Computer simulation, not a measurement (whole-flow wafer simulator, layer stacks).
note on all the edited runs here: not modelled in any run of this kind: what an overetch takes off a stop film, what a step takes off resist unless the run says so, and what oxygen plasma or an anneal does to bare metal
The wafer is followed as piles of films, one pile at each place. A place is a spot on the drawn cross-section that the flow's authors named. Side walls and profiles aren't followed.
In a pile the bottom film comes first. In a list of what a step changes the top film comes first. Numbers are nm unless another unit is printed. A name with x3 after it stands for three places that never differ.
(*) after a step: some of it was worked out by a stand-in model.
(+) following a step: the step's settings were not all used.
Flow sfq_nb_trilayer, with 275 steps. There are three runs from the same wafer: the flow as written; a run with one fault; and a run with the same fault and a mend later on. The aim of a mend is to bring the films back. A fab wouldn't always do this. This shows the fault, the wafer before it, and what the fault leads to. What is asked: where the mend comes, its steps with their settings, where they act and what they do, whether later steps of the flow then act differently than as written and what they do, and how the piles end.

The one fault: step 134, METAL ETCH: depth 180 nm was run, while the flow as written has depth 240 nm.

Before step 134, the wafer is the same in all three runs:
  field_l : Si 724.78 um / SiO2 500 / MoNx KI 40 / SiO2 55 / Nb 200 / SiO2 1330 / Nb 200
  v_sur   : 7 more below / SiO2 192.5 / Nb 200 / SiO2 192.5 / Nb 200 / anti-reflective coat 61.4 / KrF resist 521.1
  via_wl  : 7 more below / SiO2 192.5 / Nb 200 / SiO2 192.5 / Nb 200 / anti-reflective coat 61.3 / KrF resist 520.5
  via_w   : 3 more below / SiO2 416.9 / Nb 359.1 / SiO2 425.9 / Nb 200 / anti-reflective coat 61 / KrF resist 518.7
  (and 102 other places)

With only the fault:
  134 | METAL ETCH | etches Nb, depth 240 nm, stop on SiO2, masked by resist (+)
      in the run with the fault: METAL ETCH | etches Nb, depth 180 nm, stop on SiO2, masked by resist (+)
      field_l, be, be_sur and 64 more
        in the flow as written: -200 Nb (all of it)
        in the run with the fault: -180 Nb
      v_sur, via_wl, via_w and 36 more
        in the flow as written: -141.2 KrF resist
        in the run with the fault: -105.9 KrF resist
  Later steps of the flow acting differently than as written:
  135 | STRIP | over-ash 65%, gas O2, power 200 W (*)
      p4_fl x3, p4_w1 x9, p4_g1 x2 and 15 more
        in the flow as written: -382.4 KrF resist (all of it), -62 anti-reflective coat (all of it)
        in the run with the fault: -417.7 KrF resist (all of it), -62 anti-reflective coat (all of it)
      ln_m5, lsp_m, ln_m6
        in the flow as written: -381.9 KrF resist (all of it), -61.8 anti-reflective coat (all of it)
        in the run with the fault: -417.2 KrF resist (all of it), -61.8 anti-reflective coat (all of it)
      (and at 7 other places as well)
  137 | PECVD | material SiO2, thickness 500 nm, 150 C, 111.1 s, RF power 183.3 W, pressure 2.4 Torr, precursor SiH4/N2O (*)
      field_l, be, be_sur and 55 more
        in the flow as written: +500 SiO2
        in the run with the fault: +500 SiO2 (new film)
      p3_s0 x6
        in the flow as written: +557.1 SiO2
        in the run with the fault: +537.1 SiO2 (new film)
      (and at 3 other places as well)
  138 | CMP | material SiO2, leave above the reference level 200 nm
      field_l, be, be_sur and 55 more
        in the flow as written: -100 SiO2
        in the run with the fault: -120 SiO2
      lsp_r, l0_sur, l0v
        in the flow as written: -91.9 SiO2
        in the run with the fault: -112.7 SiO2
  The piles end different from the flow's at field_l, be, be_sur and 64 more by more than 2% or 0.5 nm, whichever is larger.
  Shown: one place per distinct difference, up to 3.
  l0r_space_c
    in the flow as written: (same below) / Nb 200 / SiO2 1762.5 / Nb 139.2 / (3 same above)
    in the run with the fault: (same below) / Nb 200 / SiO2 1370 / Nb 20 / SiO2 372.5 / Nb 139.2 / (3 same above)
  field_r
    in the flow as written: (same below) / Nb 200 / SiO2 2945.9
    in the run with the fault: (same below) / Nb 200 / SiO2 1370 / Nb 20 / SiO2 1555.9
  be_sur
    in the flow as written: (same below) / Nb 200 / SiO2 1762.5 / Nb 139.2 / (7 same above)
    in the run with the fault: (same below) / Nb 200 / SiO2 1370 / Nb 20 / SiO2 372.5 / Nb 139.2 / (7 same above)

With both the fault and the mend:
  The mend follows step 134.
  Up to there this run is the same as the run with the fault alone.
  134a | METAL ETCH | etches Nb, depth 60 nm, stop on SiO2, masked by resist (+) (the flow's step 134 again, with other settings)
      field_l, be, be_sur and 64 more
        -20 Nb (all of it)
      v_sur, via_wl, via_w and 36 more
        -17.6 KrF resist
  Later steps of the flow acting differently than as written:
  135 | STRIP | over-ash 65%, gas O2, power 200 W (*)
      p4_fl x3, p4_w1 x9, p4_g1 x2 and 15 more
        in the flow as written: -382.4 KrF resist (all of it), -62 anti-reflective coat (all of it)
        in the run with the mend: -400 KrF resist (all of it), -62 anti-reflective coat (all of it)
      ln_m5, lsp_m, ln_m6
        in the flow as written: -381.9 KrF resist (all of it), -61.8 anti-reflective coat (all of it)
        in the run with the mend: -399.6 KrF resist (all of it), -61.8 anti-reflective coat (all of it)
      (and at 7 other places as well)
  The piles end the same as the flow's at every place that both follow.
